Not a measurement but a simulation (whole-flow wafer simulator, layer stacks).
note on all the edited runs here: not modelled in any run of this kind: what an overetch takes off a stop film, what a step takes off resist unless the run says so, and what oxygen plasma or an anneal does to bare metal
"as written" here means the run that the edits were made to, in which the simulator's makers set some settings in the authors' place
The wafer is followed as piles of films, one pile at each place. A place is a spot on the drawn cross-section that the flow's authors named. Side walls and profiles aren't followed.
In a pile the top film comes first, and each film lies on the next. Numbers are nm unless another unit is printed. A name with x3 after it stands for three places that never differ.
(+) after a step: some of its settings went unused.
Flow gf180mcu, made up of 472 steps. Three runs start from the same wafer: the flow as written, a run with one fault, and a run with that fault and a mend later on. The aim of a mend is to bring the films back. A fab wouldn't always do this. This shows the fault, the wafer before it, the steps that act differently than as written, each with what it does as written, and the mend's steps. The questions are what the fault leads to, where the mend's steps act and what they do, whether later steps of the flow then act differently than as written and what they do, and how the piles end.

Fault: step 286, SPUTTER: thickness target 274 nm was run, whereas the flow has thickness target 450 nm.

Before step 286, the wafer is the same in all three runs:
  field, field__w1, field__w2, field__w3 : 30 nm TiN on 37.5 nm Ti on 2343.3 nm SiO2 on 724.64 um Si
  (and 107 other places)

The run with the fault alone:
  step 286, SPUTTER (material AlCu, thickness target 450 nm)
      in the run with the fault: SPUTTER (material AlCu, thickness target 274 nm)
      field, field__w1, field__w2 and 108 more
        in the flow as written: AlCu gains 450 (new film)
        in the run with the fault: AlCu gains 274 (new film)
  Later steps of the flow acting differently than as written (1 other step is not shown; it differs only slightly, by no more than 2% or 0.5 nm, whichever is larger):
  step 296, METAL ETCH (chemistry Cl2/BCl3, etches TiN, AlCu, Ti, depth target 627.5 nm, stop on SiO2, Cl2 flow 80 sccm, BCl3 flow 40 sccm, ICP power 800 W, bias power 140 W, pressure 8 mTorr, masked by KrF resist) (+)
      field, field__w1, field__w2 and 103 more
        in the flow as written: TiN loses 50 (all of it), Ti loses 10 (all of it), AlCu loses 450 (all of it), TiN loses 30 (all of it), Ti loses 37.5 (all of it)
        in the run with the fault: TiN loses 50 (all of it), Ti loses 10 (all of it), AlCu loses 274 (all of it), TiN loses 30 (all of it), Ti loses 37.5 (all of it)
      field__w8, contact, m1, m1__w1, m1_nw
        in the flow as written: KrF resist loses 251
        in the run with the fault: KrF resist loses 240.9
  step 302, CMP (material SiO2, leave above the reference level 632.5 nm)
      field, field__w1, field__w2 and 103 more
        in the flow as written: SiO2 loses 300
        in the run with the fault: SiO2 loses 476
  By the end, the piles at field, field__w1, field__w2 and 109 more depart from the flow's by more than 2% or 0.5 nm, whichever is larger.
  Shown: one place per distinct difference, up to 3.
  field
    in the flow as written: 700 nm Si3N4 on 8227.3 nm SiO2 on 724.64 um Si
    in the run with the fault: 700 nm Si3N4 on 8051.3 nm SiO2 on 724.64 um Si
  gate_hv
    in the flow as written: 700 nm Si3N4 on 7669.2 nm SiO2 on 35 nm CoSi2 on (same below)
    in the run with the fault: 700 nm Si3N4 on 7493.2 nm SiO2 on 35 nm CoSi2 on (same below)
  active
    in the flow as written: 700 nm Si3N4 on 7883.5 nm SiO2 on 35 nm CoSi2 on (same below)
    in the run with the fault: 700 nm Si3N4 on 7707.5 nm SiO2 on 35 nm CoSi2 on (same below)

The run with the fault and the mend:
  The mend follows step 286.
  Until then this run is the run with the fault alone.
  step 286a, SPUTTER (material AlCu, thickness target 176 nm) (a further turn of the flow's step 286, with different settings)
      field, field__w1, field__w2 and 108 more
        AlCu gains 176
  None of the later steps of the flow acts differently than as written at any place that is followed.
  At every place that both follow, the piles at the end match the flow's.
